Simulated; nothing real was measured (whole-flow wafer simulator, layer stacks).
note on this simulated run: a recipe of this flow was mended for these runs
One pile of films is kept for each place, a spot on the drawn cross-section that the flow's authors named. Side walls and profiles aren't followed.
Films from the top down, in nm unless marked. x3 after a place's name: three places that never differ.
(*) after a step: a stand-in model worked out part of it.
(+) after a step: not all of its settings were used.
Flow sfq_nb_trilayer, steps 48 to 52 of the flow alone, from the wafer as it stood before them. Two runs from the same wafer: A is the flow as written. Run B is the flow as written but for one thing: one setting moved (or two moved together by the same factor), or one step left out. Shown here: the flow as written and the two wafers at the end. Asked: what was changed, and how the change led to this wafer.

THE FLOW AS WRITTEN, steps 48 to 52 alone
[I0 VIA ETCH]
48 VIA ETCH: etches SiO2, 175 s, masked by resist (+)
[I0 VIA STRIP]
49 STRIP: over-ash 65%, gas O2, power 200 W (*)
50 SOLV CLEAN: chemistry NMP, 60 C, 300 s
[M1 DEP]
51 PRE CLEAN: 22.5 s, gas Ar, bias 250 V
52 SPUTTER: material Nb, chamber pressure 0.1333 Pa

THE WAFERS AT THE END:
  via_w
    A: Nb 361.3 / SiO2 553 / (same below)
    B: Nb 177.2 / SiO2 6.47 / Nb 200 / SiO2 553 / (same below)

The cause: step 48, VIA ETCH: 125 s was run, where the flow has 175 s.

How the change led to this, step by step:
  48 VIA ETCH: etches SiO2, 175 s, masked by resist (+)
      via_w: A SiO2 -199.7 (all of it), Nb -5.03 | B SiO2 -185.7
      field_l x5, v_sur x96, moat x3, l0v: A KrF-resist-other-grade -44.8 | B KrF-resist-other-grade -32
  49 STRIP: over-ash 65%, gas O2, power 200 W (*)
      field_l x5, v_sur x96, moat x3, l0v: A KrF-resist-other-grade -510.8 (all of it), anti-reflective coat -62 (all of it) | B KrF-resist-other-grade -523.6 (all of it), anti-reflective coat -62 (all of it)
  51 PRE CLEAN: 22.5 s, gas Ar, bias 250 V
      via_w: A Nb -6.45 | B SiO2 -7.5
  52 SPUTTER: material Nb, chamber pressure 0.1333 Pa
      via_w: A Nb +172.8 | B Nb +177.2 (new film)
Counting metal films that touch as one body, via_w has 2 bodies (between them, from the top down: SiO2 6.47); the flow as written gives 1 body.
